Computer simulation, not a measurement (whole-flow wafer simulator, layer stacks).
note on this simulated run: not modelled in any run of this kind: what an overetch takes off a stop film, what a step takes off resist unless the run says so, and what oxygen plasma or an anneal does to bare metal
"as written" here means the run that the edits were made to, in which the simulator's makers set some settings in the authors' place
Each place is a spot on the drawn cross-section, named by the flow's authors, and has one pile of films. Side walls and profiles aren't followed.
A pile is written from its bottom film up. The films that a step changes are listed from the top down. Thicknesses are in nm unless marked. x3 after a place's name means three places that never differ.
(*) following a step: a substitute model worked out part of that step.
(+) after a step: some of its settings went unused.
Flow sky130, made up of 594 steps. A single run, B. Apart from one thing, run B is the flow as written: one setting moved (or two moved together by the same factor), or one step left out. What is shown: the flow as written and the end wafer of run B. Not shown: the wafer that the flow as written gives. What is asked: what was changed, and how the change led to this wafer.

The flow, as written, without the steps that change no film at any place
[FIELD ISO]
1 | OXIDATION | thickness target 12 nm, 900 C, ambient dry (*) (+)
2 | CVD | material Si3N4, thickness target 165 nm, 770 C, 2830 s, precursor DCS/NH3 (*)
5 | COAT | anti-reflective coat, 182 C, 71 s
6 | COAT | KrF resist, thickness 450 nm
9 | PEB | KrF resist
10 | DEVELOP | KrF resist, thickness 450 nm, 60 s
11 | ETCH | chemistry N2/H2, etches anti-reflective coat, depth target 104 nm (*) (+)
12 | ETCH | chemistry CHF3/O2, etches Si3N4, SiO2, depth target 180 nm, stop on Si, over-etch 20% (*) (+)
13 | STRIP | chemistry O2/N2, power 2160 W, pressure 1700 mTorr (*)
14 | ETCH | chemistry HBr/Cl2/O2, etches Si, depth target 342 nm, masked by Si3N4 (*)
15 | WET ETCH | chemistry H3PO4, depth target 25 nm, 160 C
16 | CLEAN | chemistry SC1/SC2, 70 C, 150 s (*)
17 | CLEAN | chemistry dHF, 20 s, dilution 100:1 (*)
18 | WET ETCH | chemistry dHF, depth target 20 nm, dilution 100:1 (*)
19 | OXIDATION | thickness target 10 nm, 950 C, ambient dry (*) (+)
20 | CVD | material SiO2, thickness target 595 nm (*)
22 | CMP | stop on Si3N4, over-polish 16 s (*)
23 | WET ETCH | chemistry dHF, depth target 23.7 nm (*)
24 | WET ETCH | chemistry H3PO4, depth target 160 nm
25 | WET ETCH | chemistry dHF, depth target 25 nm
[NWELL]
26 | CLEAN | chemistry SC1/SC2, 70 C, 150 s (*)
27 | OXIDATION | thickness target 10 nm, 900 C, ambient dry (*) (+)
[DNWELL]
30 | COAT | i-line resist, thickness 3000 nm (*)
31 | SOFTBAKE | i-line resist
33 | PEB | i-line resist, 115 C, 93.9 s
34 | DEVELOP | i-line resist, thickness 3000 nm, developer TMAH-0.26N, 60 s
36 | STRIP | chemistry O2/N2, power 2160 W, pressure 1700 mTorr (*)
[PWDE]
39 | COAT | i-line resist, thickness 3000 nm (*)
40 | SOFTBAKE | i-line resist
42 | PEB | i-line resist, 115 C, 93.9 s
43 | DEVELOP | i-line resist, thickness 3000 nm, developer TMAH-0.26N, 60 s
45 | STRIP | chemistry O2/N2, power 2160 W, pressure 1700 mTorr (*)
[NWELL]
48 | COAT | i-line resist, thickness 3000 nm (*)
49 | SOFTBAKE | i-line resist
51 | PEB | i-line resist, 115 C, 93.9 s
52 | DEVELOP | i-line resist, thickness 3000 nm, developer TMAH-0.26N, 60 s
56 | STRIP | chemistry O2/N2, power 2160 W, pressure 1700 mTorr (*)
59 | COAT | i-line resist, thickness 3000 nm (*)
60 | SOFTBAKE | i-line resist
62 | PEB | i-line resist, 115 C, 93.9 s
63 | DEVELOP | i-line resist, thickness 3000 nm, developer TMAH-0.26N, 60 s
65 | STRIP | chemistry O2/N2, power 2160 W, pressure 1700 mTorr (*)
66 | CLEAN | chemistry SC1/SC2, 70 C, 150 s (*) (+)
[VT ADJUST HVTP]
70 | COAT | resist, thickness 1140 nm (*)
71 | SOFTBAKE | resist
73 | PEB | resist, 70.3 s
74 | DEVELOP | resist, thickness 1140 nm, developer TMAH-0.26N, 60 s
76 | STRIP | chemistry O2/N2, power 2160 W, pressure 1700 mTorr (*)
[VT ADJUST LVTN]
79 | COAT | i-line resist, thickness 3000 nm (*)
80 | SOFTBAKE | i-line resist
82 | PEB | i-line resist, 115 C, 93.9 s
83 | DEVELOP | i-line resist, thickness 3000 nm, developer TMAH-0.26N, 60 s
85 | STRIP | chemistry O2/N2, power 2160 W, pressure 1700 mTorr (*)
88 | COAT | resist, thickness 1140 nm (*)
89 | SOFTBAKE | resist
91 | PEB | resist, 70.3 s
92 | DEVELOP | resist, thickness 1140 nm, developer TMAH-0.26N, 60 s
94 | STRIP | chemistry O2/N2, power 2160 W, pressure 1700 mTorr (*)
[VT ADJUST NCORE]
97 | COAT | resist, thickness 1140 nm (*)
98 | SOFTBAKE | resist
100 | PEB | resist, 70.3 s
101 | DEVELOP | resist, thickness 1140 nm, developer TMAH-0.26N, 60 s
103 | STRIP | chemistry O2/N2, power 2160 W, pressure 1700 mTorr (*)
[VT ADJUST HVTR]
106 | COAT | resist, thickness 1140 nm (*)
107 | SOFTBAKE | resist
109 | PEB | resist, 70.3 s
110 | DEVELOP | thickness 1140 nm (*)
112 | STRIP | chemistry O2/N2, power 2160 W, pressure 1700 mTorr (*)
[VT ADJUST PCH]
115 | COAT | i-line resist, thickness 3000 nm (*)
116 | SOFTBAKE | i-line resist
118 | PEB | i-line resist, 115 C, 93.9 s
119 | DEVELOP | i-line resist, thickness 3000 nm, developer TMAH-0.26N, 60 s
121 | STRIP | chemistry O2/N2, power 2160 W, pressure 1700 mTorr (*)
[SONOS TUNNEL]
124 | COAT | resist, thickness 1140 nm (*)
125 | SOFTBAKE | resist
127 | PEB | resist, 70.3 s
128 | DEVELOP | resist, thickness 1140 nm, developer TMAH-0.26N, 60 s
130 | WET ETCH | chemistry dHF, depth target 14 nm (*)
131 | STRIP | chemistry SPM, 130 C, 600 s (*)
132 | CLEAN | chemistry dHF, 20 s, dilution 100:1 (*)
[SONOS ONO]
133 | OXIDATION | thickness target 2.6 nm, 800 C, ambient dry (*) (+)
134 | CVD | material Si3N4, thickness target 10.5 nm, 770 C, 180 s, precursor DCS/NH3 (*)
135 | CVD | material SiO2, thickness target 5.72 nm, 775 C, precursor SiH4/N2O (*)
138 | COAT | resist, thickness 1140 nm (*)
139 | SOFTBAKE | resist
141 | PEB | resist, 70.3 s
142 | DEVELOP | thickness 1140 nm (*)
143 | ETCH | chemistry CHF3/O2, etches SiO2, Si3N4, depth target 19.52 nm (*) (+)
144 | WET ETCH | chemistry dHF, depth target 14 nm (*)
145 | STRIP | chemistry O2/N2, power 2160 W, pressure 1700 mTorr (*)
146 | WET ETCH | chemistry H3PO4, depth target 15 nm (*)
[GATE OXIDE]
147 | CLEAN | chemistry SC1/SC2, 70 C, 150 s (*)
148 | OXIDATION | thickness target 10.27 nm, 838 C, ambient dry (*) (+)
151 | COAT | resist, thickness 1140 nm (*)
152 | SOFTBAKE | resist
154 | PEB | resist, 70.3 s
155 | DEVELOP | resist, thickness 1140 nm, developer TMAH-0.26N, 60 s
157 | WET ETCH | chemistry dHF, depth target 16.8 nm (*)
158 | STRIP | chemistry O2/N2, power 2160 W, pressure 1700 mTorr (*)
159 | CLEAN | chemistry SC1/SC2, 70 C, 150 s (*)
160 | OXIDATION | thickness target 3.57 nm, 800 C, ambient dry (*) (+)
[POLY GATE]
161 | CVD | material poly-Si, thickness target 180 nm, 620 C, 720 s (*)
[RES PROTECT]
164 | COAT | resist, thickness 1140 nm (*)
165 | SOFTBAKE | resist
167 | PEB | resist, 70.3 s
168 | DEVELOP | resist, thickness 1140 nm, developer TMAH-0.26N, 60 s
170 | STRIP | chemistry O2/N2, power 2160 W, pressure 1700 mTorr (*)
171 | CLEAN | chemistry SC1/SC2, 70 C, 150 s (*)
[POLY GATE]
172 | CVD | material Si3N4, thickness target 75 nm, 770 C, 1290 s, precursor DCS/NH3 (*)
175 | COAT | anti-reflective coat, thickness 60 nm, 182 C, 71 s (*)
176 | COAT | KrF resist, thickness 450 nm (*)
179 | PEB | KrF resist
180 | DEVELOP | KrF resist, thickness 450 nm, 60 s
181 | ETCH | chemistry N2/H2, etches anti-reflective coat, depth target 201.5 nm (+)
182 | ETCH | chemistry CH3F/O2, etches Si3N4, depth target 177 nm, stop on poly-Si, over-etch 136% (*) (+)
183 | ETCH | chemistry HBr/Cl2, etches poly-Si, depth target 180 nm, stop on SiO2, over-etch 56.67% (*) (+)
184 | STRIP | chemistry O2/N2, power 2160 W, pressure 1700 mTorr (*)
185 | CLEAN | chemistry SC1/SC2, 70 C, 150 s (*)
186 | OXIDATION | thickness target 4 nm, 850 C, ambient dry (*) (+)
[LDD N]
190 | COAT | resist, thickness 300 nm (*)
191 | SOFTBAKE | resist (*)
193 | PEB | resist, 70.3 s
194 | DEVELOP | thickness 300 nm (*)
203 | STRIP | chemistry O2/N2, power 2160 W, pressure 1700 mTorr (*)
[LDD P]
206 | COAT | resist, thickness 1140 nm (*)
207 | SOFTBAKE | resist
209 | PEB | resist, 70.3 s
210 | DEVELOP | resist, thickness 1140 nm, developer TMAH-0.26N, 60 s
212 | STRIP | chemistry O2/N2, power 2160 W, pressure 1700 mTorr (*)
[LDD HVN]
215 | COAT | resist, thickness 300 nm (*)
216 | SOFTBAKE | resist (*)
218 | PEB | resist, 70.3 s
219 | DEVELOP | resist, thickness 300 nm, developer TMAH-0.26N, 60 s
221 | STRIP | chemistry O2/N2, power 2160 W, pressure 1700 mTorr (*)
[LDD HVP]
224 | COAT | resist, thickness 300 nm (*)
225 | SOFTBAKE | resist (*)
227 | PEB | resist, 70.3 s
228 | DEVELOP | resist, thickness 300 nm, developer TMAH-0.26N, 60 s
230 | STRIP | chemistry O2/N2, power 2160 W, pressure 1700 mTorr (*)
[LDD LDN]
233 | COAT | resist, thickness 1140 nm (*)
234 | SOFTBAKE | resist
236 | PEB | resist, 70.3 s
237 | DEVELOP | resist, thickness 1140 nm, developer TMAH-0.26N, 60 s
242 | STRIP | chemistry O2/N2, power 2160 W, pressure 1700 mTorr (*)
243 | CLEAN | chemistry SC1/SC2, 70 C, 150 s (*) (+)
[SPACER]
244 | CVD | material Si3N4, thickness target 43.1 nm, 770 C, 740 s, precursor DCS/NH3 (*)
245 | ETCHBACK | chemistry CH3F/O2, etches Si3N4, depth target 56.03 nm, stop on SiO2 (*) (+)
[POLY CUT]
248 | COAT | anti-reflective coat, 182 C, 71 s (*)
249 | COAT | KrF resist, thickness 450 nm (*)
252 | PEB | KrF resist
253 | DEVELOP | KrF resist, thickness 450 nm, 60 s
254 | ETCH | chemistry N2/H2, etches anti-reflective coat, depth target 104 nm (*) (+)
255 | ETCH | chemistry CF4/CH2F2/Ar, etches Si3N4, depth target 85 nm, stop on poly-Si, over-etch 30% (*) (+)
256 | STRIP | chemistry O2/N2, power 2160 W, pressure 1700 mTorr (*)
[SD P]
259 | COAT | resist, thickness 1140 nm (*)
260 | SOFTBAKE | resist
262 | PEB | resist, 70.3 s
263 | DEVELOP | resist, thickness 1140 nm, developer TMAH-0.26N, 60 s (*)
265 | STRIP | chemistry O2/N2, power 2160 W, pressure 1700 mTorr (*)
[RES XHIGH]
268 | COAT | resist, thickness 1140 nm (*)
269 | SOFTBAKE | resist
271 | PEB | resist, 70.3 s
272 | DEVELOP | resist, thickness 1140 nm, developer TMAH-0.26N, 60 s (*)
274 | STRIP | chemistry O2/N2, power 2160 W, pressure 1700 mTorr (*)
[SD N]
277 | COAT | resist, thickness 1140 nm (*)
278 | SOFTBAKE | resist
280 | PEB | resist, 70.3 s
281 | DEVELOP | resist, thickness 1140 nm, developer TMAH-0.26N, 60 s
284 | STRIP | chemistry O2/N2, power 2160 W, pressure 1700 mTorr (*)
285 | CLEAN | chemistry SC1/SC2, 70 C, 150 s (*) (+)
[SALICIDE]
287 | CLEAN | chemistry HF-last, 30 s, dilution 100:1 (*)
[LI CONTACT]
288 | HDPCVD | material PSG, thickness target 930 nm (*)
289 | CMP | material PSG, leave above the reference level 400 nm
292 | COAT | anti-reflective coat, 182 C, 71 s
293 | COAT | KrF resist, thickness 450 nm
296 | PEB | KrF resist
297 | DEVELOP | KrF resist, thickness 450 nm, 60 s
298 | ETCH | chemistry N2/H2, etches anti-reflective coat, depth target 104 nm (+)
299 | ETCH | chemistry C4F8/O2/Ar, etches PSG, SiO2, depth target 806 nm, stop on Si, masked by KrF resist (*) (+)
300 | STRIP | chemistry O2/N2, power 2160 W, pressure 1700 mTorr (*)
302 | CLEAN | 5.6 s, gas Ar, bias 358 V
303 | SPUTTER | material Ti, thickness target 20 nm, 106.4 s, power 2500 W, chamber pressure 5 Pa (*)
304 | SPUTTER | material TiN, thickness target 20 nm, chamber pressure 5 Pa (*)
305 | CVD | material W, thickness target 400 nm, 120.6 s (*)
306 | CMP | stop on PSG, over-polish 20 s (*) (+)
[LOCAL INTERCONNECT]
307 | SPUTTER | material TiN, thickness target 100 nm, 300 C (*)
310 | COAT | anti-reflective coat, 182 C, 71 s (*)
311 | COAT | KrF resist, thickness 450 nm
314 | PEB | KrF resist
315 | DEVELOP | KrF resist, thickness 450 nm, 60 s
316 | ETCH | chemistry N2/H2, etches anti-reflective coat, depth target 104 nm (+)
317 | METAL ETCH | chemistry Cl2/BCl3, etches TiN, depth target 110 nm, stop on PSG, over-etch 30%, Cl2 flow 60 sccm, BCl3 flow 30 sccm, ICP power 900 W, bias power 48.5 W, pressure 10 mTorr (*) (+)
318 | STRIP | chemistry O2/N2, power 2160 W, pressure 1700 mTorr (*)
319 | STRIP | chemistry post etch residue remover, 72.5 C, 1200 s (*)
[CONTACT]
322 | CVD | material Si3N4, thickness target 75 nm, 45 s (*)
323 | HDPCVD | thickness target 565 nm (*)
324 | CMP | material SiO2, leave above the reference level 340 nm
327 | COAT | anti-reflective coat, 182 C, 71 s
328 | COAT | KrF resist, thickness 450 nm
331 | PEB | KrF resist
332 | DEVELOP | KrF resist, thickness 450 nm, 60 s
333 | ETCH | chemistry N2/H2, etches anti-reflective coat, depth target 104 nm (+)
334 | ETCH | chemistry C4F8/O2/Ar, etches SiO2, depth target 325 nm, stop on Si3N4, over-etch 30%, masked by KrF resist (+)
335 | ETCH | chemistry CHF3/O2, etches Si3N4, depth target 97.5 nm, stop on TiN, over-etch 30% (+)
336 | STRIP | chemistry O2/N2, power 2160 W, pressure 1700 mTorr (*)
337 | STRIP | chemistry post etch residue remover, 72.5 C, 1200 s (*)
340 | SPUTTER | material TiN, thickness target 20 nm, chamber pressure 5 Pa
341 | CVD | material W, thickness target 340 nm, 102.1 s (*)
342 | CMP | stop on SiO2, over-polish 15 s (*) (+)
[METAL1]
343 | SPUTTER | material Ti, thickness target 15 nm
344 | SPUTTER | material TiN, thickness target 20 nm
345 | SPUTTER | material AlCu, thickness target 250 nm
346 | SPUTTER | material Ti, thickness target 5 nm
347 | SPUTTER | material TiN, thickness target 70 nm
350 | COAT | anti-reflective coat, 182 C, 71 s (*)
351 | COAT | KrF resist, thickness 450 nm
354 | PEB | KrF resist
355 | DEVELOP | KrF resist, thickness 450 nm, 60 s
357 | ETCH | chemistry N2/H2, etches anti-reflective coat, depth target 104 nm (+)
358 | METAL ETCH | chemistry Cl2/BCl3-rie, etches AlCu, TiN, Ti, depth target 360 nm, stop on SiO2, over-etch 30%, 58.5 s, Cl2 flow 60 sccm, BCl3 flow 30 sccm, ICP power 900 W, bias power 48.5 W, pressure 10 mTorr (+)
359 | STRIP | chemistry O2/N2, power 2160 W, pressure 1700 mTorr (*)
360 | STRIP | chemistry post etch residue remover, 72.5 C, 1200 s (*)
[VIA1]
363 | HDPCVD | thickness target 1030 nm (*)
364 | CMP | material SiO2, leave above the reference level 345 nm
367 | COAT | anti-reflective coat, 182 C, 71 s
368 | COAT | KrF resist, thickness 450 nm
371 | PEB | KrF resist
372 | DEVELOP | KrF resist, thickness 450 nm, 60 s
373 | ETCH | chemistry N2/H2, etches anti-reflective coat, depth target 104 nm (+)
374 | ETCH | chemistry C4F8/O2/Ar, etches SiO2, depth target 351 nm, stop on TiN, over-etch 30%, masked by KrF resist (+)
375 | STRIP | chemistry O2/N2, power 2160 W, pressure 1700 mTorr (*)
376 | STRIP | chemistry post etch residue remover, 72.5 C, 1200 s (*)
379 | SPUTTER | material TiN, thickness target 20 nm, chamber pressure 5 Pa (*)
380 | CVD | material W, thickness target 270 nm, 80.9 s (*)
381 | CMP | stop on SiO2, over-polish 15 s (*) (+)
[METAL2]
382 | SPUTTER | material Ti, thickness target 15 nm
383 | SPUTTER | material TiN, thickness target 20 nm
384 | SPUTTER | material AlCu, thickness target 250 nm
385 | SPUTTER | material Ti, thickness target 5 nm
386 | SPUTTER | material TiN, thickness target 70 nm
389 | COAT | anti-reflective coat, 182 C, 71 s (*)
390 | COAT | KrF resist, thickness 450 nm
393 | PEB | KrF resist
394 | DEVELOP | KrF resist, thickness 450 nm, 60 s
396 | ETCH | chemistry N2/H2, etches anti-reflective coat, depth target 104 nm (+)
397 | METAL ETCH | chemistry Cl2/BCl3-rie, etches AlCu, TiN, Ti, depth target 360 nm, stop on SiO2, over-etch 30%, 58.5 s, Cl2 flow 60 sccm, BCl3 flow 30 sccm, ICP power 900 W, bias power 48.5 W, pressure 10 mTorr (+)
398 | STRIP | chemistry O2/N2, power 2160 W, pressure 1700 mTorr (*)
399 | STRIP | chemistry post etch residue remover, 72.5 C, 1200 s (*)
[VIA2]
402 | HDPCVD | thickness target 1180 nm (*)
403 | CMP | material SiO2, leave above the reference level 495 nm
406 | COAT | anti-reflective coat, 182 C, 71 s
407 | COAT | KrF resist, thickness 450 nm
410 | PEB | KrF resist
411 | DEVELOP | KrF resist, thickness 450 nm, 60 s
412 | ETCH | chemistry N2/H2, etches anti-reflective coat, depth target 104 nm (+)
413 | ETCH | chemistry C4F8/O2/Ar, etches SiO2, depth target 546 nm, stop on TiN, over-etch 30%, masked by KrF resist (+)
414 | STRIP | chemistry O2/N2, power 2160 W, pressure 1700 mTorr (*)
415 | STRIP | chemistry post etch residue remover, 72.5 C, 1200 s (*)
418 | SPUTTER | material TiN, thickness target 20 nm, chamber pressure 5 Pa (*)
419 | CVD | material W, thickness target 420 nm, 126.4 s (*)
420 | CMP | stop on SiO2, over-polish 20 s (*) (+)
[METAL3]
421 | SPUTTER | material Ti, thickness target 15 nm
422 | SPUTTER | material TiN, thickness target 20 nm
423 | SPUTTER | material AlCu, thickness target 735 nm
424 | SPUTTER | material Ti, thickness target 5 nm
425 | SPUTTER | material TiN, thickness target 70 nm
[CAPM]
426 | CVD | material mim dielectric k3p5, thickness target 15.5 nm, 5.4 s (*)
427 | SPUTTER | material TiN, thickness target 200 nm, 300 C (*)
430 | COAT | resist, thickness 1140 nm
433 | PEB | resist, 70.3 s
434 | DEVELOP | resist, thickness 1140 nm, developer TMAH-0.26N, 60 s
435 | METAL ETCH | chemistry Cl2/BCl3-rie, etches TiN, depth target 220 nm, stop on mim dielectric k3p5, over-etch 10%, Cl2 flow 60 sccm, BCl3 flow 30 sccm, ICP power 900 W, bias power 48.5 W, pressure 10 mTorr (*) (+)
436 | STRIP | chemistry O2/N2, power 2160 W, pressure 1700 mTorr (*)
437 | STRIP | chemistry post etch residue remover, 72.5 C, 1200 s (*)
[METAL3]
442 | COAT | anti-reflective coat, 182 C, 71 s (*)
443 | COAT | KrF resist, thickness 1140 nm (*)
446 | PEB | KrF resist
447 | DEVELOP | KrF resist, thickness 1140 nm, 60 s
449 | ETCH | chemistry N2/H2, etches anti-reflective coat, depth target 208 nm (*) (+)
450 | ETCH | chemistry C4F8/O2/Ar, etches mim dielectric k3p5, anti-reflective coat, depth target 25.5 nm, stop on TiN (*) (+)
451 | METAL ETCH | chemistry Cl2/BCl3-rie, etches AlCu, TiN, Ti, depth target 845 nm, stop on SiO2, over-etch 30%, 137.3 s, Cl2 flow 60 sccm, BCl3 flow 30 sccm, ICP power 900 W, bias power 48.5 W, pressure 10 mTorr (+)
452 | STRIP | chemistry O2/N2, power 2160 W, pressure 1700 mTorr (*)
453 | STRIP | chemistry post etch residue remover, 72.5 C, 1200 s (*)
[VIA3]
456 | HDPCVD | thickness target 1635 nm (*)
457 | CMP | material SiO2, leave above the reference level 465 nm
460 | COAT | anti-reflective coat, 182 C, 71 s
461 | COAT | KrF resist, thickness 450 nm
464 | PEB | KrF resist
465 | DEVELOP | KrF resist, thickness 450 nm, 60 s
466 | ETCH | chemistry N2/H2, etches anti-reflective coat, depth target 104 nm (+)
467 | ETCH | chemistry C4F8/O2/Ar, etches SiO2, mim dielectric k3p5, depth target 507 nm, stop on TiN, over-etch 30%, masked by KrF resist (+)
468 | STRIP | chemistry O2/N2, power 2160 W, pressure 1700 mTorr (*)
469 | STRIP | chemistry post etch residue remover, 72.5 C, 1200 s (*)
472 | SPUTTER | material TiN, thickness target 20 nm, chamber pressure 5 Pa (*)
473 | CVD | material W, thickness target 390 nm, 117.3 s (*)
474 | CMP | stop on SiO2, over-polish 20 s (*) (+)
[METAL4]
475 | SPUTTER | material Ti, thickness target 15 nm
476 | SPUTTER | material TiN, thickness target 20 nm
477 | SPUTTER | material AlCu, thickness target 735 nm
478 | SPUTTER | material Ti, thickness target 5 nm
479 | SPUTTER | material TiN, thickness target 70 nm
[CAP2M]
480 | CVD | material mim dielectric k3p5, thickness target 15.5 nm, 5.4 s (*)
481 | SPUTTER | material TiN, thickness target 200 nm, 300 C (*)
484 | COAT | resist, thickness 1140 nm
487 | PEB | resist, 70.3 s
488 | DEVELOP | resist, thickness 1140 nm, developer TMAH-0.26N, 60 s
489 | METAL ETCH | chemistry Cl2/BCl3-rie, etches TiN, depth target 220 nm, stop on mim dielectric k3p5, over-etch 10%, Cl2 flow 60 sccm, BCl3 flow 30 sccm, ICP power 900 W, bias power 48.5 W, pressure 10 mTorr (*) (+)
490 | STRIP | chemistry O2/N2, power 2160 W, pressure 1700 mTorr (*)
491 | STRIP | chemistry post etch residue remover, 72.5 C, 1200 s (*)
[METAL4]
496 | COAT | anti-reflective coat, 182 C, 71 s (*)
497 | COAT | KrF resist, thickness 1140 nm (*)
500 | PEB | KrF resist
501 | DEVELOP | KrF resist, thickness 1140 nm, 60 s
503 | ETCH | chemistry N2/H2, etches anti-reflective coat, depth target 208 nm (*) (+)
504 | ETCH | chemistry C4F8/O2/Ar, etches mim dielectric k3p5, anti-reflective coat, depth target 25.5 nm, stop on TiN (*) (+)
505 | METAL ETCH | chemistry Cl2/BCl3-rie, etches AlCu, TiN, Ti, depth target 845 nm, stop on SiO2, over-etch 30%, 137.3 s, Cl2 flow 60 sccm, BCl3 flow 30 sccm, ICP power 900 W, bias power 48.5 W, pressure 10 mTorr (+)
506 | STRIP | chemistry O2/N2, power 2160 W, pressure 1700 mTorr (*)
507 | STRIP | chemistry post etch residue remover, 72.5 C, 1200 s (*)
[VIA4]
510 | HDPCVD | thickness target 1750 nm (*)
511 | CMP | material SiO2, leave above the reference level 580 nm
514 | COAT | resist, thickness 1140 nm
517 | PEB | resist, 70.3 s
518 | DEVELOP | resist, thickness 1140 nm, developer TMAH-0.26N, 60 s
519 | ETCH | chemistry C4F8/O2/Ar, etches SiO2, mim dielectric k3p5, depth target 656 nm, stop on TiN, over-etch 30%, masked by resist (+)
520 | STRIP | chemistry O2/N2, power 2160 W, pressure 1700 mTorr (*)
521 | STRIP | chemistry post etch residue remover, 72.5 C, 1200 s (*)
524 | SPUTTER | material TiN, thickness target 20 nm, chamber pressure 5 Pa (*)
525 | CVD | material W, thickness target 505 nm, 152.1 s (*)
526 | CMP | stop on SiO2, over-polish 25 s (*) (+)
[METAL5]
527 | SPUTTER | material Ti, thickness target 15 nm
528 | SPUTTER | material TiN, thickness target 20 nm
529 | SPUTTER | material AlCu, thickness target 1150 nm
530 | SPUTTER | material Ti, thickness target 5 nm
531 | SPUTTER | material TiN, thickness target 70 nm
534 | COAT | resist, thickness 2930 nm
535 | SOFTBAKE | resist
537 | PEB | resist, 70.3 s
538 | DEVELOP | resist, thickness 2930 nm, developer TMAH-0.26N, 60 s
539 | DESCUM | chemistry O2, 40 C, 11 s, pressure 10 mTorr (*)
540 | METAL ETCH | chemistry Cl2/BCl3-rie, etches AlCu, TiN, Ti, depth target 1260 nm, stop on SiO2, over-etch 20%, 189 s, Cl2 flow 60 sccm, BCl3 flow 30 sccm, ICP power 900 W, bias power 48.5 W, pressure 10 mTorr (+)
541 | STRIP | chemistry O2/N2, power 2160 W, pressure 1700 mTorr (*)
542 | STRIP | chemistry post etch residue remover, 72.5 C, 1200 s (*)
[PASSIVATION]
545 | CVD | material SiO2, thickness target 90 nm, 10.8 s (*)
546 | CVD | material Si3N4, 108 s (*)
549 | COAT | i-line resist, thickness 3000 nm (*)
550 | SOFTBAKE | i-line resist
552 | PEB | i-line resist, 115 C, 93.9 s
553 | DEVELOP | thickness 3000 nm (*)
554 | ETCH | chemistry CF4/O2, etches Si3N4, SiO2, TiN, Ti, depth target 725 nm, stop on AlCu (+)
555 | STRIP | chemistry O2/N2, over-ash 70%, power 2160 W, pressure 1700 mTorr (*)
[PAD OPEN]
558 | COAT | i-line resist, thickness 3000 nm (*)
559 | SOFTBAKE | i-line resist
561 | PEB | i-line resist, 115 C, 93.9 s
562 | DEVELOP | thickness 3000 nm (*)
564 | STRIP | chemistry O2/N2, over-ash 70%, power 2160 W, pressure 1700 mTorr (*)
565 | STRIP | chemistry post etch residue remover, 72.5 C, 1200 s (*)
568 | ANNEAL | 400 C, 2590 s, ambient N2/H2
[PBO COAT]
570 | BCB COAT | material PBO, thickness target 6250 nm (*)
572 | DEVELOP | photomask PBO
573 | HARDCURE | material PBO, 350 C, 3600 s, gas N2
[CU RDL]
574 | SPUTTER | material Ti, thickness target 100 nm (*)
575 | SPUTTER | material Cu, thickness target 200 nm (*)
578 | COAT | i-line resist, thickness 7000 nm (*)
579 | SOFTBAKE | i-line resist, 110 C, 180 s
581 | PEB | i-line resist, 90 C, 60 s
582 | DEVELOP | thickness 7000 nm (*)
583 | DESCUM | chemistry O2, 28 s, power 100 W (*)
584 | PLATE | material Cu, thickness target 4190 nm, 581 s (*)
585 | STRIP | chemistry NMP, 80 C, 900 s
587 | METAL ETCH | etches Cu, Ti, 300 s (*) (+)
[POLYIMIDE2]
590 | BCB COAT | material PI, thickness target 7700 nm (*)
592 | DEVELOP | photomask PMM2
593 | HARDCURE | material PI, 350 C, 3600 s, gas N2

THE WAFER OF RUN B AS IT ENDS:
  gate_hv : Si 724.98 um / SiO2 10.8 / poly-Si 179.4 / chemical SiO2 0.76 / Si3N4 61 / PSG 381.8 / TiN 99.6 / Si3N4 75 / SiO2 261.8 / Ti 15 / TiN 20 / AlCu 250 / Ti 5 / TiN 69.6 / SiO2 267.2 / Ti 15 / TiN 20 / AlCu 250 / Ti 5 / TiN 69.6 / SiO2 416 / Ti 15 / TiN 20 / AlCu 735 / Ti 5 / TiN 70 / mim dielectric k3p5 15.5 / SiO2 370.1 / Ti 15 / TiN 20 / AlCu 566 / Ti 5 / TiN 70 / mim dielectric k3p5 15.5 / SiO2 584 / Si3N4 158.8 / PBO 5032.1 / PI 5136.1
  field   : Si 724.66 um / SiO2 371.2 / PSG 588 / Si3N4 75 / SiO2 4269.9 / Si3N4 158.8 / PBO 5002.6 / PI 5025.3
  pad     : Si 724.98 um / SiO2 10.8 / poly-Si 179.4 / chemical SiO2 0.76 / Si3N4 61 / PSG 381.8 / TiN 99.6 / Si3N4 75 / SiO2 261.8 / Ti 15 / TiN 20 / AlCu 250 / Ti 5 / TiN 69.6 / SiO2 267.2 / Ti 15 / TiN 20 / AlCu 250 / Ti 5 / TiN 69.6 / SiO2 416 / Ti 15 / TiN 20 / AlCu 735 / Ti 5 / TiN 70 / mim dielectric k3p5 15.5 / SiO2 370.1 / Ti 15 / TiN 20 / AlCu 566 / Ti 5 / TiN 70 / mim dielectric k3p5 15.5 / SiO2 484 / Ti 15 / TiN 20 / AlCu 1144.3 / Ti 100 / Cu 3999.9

Cause: step 477, SPUTTER: thickness target 566 nm was run, whereas the flow has thickness target 735 nm.
The wafer lets one read it off: gate_hv has AlCu 566, and step 477 as written asks for 735 nm.

How this came from the change, step by step:
  477 | SPUTTER | material AlCu, thickness target 735 nm
      field, active, n_well and 189 more: AlCu gains 566 (new film) (it would be, as written: AlCu gains 735 (new film))
  505 | METAL ETCH | chemistry Cl2/BCl3-rie, etches AlCu, TiN, Ti, depth target 845 nm, stop on SiO2, over-etch 30%, 137.3 s, Cl2 flow 60 sccm, BCl3 flow 30 sccm, ICP power 900 W, bias power 48.5 W, pressure 10 mTorr (+)
      field, gate, spacer and 68 more: TiN loses 70 (all of it), Ti loses 5 (all of it), AlCu loses 566 (all of it), TiN loses 20 (all of it), Ti loses 15 (all of it), SiO2 loses 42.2 (it would be, as written: TiN loses 70 (all of it), Ti loses 5 (all of it), AlCu loses 735 (all of it), TiN loses 20 (all of it), Ti loses 15 (all of it), SiO2 loses 25.4)
      active, vpp_iso1, mim_edge_plate and 14 more: TiN loses 70 (all of it), Ti loses 5 (all of it), AlCu loses 566 (all of it), TiN loses 20 (all of it), Ti loses 15 (all of it), SiO2 loses 42.2 (it would be, as written: TiN loses 70 (all of it), Ti loses 5 (all of it), AlCu loses 735 (all of it), TiN loses 20 (all of it), Ti loses 15 (all of it), SiO2 loses 25.3)
  511 | CMP | material SiO2, leave above the reference level 580 nm
      field, active, gate and 76 more: SiO2 loses 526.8 (it would be, as written: SiO2 loses 374.7)
      iso_guard__w1, mim_edge_gap, vpp_l1ln, vpp_m3ln, rpm_encl, via2_enc, rpm_encl_psd, iso_guard_nsd_tip: SiO2 loses 526.8 (it would be, as written: SiO2 loses 374.6)
      (also at 1 further place)
